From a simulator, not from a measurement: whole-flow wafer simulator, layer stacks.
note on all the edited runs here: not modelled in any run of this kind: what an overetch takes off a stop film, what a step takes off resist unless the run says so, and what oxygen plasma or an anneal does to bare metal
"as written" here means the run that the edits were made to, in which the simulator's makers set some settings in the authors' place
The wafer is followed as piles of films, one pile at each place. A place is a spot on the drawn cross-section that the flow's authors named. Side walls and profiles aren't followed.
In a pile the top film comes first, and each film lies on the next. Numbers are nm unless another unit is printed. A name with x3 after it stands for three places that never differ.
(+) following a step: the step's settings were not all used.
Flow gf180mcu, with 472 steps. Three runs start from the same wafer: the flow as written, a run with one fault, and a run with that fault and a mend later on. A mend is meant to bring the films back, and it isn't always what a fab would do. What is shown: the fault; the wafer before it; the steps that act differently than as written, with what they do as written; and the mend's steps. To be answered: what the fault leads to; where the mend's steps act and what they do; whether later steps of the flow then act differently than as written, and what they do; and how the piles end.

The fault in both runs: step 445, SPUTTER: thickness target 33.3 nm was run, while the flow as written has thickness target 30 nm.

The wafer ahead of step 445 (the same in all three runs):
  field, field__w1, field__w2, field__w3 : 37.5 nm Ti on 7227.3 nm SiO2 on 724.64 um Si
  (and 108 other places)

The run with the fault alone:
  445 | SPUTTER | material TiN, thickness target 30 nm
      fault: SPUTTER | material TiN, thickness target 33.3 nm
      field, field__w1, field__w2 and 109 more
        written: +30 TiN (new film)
        fault: +33.3 TiN (new film)
  Steps later in the flow that act otherwise than as written (not shown: 4 more steps that differ only slightly, by at most 2% or 0.5 nm, whichever is larger):
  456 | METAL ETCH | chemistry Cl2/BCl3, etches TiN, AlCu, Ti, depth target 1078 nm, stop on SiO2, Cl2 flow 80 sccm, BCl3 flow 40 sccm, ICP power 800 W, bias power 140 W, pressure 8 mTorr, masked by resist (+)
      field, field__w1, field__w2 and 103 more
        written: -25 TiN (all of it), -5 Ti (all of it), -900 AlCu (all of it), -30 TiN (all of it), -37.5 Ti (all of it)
        fault: -25 TiN (all of it), -5 Ti (all of it), -900 AlCu (all of it), -33.3 TiN (all of it), -37.5 Ti (all of it)
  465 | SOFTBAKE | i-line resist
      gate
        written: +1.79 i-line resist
        fault: -0.34 i-line resist
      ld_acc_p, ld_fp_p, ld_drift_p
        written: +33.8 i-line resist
        fault: +27 i-line resist
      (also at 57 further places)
  At field__w8, contact, m1, m1__w1, pad, m1_nw, the piles at the end differ from the flow's by more than 2% or 0.5 nm, whichever is larger.
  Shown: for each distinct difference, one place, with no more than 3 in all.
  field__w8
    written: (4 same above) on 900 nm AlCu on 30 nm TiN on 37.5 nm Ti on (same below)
    fault: (4 same above) on 900 nm AlCu on 33.3 nm TiN on 37.5 nm Ti on (same below)
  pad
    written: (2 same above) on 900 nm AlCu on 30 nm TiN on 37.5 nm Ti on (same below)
    fault: (2 same above) on 900 nm AlCu on 33.3 nm TiN on 37.5 nm Ti on (same below)

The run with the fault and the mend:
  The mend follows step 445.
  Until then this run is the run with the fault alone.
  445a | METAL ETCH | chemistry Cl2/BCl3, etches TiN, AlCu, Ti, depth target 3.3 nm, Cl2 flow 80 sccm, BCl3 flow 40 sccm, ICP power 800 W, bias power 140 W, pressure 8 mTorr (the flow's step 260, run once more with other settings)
      field, field__w1, field__w2 and 109 more
        -3.3 TiN
  Later steps of the flow that are run all act as written at every place that is followed.
  At every place that both follow, the piles at the end match the flow's.
